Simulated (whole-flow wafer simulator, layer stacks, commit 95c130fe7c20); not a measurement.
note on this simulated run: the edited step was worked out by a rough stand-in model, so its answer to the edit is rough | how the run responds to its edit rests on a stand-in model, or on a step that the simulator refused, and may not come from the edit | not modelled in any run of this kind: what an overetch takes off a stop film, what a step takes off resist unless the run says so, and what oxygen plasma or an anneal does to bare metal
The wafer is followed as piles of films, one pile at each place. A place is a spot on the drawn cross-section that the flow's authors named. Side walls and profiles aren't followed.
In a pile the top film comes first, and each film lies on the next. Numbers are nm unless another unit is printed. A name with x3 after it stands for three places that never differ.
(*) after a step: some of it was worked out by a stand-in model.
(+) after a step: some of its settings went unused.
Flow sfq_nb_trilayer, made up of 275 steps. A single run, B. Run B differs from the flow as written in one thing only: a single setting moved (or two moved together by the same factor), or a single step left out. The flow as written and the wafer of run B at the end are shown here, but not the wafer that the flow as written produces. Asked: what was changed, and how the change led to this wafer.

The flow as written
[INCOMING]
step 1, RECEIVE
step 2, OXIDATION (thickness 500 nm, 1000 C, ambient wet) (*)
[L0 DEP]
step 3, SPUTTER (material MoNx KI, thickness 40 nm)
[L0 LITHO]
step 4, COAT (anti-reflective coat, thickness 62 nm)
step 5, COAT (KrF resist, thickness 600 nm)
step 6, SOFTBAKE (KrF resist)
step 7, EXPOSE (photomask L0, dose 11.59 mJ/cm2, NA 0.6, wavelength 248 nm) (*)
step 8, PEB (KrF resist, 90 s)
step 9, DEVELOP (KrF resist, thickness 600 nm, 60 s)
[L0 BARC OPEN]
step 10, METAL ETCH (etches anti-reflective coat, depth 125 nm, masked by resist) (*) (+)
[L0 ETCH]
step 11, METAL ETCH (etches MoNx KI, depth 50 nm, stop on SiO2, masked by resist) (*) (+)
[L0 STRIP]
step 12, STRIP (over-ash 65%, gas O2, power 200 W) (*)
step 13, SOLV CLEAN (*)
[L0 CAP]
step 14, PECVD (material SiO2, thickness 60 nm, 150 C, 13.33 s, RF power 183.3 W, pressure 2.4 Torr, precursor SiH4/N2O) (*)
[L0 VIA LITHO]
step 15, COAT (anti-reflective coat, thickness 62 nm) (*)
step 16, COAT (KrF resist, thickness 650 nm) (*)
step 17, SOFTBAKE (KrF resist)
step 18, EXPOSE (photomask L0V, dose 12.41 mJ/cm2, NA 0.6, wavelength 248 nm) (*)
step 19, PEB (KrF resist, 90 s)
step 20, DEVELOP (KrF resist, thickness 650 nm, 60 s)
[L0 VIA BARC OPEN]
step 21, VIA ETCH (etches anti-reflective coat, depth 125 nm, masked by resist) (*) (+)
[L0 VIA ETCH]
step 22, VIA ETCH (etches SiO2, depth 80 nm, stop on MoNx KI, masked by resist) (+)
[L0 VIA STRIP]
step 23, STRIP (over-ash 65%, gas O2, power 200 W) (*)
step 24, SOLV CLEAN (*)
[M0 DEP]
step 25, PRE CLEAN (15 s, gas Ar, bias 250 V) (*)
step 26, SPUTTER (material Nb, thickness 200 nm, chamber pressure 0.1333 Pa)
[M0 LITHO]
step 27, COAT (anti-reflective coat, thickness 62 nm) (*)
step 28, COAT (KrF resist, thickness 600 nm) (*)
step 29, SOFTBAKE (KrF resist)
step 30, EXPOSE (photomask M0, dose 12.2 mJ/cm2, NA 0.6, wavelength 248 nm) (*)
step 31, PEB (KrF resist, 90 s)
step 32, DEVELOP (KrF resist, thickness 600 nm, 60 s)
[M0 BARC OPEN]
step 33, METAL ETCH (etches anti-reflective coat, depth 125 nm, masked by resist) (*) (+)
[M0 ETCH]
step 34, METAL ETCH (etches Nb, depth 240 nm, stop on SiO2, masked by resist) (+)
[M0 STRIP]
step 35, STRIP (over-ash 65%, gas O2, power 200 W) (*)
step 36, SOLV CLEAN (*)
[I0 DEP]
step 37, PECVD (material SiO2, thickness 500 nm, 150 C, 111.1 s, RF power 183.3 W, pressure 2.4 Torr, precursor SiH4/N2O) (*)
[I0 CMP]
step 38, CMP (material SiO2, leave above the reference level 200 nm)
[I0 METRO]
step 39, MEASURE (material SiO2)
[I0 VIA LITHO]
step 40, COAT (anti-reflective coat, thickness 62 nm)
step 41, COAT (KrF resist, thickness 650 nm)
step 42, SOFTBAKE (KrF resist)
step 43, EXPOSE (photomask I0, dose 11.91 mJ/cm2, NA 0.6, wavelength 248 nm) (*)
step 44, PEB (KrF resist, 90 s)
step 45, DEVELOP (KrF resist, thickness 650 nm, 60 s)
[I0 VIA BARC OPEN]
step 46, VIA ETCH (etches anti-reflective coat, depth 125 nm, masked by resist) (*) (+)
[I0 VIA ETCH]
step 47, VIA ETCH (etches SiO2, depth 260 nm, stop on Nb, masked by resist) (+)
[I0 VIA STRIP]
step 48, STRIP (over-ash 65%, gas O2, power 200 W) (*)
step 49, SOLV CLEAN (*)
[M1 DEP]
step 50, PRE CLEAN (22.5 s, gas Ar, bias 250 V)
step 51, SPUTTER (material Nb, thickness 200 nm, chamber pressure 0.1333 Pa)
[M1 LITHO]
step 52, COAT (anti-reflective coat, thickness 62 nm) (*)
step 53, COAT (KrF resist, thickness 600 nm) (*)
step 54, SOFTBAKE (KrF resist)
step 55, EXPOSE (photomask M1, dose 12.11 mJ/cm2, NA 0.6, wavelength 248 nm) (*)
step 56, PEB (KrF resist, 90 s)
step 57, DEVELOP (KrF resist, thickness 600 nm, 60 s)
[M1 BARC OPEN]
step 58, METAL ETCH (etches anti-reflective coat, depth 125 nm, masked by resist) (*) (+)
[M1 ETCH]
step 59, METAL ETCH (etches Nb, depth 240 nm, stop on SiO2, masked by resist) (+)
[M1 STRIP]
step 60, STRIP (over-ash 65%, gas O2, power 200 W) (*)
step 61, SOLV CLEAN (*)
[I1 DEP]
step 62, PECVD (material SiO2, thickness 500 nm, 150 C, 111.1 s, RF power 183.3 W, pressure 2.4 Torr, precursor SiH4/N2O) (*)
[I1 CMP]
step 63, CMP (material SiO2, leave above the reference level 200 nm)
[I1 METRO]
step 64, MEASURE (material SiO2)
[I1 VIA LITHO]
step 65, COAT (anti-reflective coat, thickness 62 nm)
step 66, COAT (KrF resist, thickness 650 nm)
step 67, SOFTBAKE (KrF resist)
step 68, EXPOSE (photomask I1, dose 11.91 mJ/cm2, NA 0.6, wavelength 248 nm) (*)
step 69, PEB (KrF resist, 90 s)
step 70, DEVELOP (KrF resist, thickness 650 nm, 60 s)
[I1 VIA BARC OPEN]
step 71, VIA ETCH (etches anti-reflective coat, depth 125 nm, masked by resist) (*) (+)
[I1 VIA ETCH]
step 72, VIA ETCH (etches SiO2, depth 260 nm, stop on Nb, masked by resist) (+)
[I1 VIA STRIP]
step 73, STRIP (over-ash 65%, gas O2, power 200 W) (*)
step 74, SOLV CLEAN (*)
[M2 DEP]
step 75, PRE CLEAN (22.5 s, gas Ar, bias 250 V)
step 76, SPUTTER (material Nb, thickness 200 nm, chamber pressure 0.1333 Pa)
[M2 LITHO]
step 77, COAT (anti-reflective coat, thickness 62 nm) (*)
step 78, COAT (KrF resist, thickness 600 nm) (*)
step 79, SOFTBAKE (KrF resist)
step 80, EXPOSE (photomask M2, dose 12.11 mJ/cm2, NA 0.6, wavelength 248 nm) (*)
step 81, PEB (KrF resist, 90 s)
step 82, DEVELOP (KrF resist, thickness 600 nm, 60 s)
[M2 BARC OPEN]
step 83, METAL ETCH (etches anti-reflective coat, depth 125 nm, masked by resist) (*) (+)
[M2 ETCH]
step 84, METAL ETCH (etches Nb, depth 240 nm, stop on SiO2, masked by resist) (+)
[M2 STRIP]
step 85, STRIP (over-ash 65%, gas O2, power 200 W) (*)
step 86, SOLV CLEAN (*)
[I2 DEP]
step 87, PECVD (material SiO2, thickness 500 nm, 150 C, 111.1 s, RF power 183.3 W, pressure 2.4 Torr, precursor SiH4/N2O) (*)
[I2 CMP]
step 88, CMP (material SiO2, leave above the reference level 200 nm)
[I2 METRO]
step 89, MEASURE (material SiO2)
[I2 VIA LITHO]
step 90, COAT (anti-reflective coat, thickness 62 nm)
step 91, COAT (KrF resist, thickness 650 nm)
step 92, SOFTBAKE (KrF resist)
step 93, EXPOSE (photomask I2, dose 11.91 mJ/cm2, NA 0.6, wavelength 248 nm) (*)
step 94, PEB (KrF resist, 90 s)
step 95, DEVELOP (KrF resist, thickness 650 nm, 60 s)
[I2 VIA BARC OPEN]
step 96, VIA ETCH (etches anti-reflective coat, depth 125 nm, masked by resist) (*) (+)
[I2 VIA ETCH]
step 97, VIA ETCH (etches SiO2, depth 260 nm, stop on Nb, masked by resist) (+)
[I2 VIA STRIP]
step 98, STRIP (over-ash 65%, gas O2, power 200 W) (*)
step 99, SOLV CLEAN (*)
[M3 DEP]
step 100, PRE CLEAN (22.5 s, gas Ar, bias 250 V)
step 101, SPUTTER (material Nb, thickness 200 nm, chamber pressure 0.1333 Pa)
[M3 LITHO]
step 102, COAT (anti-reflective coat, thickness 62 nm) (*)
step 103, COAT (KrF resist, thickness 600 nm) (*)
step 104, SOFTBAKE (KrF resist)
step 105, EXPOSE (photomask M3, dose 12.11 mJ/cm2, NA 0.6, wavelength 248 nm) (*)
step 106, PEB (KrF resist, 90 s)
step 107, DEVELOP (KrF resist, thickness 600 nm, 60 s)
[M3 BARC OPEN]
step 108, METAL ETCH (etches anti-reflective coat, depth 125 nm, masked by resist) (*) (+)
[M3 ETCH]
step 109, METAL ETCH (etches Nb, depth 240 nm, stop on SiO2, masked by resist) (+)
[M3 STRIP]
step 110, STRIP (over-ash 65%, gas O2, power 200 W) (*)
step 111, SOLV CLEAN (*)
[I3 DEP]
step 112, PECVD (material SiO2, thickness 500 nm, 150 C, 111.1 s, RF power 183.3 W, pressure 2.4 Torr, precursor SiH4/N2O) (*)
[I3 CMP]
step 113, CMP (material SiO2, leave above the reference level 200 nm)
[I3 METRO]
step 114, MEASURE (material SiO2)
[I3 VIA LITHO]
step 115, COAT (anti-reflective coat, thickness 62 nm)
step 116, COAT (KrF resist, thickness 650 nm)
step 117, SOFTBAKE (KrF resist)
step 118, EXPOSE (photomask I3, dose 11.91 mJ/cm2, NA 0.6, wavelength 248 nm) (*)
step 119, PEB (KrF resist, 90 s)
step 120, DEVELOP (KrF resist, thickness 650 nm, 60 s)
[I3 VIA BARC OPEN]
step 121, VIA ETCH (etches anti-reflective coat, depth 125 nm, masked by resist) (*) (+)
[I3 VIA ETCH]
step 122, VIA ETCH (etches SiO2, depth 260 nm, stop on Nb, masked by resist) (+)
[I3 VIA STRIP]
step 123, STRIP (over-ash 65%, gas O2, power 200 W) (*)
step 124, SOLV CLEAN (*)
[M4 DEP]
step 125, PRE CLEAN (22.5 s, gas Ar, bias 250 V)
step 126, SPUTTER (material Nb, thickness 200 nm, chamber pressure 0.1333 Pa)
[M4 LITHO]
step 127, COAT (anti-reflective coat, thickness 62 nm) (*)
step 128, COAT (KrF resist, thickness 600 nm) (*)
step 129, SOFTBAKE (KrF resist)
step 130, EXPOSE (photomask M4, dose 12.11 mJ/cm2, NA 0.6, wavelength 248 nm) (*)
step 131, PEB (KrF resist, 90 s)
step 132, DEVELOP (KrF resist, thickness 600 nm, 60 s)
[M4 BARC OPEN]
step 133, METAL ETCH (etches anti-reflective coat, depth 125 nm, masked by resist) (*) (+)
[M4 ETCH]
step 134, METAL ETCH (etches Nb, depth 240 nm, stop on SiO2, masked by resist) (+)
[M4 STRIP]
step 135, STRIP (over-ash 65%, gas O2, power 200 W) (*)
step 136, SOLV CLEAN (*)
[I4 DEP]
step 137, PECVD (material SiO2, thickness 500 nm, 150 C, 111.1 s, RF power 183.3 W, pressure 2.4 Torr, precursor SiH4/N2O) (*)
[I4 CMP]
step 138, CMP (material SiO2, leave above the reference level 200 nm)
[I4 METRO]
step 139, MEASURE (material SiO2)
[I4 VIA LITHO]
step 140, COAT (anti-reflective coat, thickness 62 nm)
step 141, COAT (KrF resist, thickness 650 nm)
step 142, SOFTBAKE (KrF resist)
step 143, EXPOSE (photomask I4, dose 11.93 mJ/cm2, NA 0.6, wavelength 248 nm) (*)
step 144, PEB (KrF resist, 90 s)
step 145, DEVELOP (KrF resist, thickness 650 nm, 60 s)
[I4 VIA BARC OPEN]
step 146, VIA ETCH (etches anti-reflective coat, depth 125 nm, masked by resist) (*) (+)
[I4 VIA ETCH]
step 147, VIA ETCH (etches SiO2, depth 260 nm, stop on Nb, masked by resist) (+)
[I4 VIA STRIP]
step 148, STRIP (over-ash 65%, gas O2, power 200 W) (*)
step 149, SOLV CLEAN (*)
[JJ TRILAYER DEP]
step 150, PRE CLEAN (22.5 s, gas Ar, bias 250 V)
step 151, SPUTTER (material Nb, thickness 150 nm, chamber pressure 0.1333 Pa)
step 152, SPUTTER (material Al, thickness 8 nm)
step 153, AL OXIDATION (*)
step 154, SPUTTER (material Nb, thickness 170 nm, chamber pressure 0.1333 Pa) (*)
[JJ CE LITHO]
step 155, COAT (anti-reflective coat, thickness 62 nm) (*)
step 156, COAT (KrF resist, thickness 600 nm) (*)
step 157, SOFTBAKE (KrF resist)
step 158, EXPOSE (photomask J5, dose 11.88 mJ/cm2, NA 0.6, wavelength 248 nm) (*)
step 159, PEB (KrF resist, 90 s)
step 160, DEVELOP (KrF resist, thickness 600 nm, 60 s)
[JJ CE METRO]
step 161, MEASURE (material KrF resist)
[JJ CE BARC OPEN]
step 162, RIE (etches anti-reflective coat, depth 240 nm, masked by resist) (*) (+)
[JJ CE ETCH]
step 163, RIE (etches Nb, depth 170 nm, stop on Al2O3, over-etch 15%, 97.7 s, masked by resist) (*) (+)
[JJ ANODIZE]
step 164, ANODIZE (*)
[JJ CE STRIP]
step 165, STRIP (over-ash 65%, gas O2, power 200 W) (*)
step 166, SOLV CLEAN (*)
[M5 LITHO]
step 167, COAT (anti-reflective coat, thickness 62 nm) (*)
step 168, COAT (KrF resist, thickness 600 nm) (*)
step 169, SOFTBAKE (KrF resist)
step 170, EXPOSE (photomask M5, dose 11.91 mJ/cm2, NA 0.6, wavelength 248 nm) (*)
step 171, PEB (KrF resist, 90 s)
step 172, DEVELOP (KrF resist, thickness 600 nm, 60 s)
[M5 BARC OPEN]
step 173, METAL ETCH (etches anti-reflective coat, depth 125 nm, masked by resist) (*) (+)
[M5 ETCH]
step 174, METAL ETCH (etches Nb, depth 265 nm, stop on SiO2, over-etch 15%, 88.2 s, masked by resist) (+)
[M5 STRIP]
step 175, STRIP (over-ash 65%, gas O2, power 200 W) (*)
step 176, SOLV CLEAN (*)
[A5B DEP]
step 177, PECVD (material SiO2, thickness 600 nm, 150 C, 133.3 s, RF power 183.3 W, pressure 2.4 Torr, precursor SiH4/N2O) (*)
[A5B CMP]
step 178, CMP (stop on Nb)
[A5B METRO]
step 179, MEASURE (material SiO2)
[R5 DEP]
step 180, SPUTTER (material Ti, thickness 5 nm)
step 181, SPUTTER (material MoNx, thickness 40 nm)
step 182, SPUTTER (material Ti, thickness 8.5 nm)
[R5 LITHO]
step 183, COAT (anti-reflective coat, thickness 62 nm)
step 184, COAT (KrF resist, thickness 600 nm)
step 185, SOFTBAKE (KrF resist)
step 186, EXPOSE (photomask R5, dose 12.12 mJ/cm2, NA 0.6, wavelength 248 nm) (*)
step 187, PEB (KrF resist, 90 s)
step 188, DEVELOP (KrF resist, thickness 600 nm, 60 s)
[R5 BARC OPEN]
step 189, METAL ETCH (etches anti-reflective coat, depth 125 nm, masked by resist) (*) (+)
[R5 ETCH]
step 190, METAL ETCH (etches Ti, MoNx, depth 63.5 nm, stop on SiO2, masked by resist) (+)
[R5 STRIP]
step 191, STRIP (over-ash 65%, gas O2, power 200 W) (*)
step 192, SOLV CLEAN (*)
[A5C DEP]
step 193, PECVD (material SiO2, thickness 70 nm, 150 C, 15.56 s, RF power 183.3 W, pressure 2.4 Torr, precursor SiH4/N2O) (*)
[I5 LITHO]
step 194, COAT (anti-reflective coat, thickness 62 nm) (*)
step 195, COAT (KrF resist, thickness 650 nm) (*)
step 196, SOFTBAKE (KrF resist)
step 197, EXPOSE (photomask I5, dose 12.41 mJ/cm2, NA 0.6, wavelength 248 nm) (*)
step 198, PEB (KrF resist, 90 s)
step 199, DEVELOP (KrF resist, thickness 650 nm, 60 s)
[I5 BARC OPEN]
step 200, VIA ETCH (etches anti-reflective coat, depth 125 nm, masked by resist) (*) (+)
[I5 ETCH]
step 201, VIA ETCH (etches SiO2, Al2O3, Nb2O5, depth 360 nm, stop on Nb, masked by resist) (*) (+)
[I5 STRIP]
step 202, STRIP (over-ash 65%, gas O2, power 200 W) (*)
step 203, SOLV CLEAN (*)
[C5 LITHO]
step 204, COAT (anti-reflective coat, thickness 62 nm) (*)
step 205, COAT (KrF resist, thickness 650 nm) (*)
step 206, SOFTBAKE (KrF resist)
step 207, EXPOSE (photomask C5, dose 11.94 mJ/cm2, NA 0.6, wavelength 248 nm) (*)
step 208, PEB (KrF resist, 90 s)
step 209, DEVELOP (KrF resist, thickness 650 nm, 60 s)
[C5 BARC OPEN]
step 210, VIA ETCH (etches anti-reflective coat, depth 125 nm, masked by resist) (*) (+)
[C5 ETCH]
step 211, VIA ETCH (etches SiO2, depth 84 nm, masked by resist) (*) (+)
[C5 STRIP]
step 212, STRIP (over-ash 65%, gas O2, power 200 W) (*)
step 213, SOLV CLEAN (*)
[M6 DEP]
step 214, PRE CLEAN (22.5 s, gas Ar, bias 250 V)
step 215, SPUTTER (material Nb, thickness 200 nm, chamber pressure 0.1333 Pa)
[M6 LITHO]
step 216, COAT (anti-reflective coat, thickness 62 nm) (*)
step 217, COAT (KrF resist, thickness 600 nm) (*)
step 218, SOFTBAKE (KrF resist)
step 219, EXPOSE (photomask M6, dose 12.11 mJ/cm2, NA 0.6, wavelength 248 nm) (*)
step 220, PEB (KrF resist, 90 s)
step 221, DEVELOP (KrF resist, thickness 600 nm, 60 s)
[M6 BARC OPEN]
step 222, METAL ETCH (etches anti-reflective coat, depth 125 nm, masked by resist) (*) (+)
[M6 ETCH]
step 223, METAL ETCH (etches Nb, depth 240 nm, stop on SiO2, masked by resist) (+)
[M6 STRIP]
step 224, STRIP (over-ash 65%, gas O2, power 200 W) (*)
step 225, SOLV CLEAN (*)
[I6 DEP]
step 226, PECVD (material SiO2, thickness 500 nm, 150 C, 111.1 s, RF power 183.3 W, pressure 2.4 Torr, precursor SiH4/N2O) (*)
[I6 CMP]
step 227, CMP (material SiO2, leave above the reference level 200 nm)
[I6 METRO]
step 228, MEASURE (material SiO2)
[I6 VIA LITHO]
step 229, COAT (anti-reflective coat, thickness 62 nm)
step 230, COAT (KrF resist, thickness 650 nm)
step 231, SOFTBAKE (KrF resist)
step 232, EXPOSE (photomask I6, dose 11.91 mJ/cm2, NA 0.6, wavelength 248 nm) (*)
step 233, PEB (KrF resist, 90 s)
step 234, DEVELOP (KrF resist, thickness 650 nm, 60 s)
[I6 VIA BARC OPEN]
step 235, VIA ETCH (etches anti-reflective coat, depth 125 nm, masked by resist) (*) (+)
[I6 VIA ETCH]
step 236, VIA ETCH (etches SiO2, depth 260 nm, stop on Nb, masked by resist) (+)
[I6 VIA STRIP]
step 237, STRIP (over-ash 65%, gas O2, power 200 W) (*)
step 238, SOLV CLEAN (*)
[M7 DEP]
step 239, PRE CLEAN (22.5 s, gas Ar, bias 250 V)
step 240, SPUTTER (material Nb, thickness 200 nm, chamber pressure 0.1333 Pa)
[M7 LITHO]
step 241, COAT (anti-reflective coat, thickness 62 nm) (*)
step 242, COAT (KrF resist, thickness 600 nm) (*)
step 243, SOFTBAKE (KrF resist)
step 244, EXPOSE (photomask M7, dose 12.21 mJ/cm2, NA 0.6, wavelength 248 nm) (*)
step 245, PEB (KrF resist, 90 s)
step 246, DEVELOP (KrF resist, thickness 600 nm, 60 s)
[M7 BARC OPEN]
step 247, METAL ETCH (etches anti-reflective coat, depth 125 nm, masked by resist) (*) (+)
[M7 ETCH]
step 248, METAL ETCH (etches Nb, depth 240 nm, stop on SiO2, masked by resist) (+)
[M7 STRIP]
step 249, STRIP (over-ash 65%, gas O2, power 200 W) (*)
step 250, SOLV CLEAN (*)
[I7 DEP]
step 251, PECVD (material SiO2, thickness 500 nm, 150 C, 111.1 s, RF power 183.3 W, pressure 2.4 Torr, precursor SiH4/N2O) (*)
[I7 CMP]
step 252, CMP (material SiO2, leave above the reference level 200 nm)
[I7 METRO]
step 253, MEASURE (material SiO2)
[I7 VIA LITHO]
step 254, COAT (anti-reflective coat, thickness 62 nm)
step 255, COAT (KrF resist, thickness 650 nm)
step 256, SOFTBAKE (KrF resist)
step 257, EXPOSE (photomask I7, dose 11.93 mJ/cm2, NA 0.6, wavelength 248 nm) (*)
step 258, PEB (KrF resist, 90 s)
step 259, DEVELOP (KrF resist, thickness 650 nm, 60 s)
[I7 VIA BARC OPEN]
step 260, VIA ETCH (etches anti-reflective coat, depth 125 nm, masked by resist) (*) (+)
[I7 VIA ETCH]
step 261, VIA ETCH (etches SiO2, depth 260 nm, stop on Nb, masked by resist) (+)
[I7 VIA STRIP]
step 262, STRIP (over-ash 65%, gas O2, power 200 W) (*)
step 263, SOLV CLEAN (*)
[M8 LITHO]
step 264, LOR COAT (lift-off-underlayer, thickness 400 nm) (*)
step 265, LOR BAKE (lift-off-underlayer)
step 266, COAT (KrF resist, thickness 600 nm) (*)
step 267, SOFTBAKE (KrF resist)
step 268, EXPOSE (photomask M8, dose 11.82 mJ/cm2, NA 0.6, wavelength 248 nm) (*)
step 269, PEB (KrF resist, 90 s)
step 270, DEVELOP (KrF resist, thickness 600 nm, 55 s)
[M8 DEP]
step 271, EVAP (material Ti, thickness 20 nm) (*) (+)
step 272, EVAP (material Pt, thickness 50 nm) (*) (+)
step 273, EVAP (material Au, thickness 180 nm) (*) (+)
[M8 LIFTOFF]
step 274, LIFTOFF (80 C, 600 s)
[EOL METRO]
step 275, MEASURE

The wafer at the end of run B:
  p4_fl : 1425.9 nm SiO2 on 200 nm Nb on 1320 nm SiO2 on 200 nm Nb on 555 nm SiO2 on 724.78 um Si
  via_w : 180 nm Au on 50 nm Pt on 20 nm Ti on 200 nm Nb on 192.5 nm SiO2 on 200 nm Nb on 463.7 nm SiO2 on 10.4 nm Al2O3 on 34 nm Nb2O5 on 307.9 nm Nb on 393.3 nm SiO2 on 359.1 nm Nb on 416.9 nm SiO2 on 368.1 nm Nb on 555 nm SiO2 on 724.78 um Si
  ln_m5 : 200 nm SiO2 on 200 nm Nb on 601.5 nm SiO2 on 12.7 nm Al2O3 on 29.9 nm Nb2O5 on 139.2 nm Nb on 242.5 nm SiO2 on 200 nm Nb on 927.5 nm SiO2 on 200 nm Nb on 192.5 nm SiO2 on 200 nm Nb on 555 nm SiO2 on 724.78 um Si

The reason: step 112, PECVD: thickness 350 nm was run, whereas the flow has thickness 500 nm; step 112, PECVD: 77.78 s was run, where the flow has 111.1 s.

Step by step, how the change led to this:
  step 112, PECVD (material SiO2, thickness 500 nm, 150 C, 111.1 s, RF power 183.3 W, pressure 2.4 Torr, precursor SiH4/N2O) (*)
      field_l, be, be_sur and 64 more: +350 SiO2 (it would be, as written: +500 SiO2)
      v_sur, via_wl, via_wr and 27 more: +350 SiO2 (new film) (it would be, as written: +500 SiO2 (new film))
      (and at 9 other places as well)
  step 113, CMP (material SiO2, leave above the reference level 200 nm)
      field_l, be, be_sur and 64 more: nothing (it would be, as written: -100 SiO2)
      p4_g1, p4_g2, p3_s0, p3_s1, p3_s2, p3_s3, p3_s4, p3_s5: nothing (it would be, as written: -157.1 SiO2)
      (and at 31 other places as well)
  step 115, COAT (anti-reflective coat, thickness 62 nm)
      m0r_line_l, m0r_line_r, m5r_line_l, m5r_line_r, m6r_line_l, m6r_line_r, m7r_line_l, m7r_line_r: +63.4 anti-reflective coat (new film) (it would be, as written: +62 anti-reflective coat (new film))
      p3_s0, p3_s1, p3_s2, p3_s3, p3_s4: +80.8 anti-reflective coat (new film) (it would be, as written: +62 anti-reflective coat (new film))
      (and at 67 other places as well)
  step 116, COAT (KrF resist, thickness 650 nm)
      v_sur: +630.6 KrF resist (new film) (it would be, as written: +650 KrF resist (new film))
      via_wl: +633.9 KrF resist (new film) (it would be, as written: +650 KrF resist (new film))
      (and at 18 other places as well)
  step 120, DEVELOP (KrF resist, thickness 650 nm, 60 s)
      via_v: -630.7 KrF resist (all of it) (it would be, as written: -648.6 KrF resist (all of it))
  step 121, VIA ETCH (etches anti-reflective coat, depth 125 nm, masked by resist) (*) (+)
      field_l, v_sur, via_wl and 102 more: -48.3 KrF resist (it would be, as written: -51.7 KrF resist)
      via_v: -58 anti-reflective coat (all of it), -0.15 SiO2 (it would be, as written: -62 anti-reflective coat (all of it), -0.16 SiO2)
  step 123, STRIP (over-ash 65%, gas O2, power 200 W) (*)
      m0r_line_l, m6r_line_l, m7r_line_l: -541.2 KrF resist (all of it), -63.4 anti-reflective coat (all of it) (it would be, as written: -528.6 KrF resist (all of it), -62 anti-reflective coat (all of it))
      m0r_space_l, m6r_space_l, m7r_space_l: -537.5 KrF resist (all of it), -69 anti-reflective coat (all of it) (it would be, as written: -528.6 KrF resist (all of it), -62 anti-reflective coat (all of it))
      (and at 74 other places as well)
  step 127, COAT (anti-reflective coat, thickness 62 nm) (*)
      wl_a_m6, wl_a_sr, wl_b_sl, wl_b_m5, wl_b_sr: +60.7 anti-reflective coat (new film) (it would be, as written: +62 anti-reflective coat (new film))
      p3_l1, p3_l2, p3_l3, p3_l4: +51.1 anti-reflective coat (new film) (it would be, as written: +62 anti-reflective coat (new film))
      (and at 65 other places as well)
  step 128, COAT (KrF resist, thickness 600 nm) (*)
      v_sur: +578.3 KrF resist (new film) (it would be, as written: +597.6 KrF resist (new film))
      via_wl: +580 KrF resist (new film) (it would be, as written: +597 KrF resist (new film))
      (and at 20 other places as well)
  step 132, DEVELOP (KrF resist, thickness 600 nm, 60 s)
      wl_d_sl: -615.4 KrF resist (all of it) (it would be, as written: -598.7 KrF resist (all of it))
      wl_d_m1: -616.8 KrF resist (all of it) (it would be, as written: -598.7 KrF resist (all of it))
      (and at 5 other places as well)
  step 133, METAL ETCH (etches anti-reflective coat, depth 125 nm, masked by resist) (*) (+)
      v_sur, via_wl, via_w and 36 more: -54 KrF resist (it would be, as written: -51.7 KrF resist)
      p3_s1, p3_s2, p3_s3, p3_s4: -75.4 anti-reflective coat (all of it) (it would be, as written: -62 anti-reflective coat (all of it))
      (and at 34 other places as well)
  step 135, STRIP (over-ash 65%, gas O2, power 200 W) (*)
      p4_fl, p4_fr: -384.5 KrF resist (all of it), -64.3 anti-reflective coat (all of it) (it would be, as written: -382.4 KrF resist (all of it), -62 anti-reflective coat (all of it))
      p3_l2, p3_l3: -365.1 KrF resist (all of it), -51.1 anti-reflective coat (all of it) (it would be, as written: -382.4 KrF resist (all of it), -62 anti-reflective coat (all of it))
      (and at 32 other places as well)
  step 137, PECVD (material SiO2, thickness 500 nm, 150 C, 111.1 s, RF power 183.3 W, pressure 2.4 Torr, precursor SiH4/N2O) (*)
      p3_s0, p3_s1, p3_s2, p3_s3, p3_s4, p3_s5: +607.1 SiO2 (it would be, as written: +557.1 SiO2)
  step 138, CMP (material SiO2, leave above the reference level 200 nm)
      field_l, be, be_sur and 55 more: -50 SiO2 (it would be, as written: -100 SiO2)
      ln_m5, lsp_m, ln_m6, p4_fl, p4_fm, p4_g1, p4_g2, p4_fr: -250 SiO2 (it would be, as written: -300 SiO2)
      (and at 4 other places as well)
  step 147, VIA ETCH (etches SiO2, depth 260 nm, stop on Nb, masked by resist) (+)
      via_w: -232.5 SiO2 (all of it) (it would be, as written: -199.8 SiO2 (all of it))
  step 151, SPUTTER (material Nb, thickness 150 nm, chamber pressure 0.1333 Pa)
      via_w: +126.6 Nb (it would be, as written: +130.4 Nb)
  ... 12 other steps ...
  step 178, CMP (stop on Nb)
      via_w: -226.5 SiO2 (it would be, as written: -235.2 SiO2)
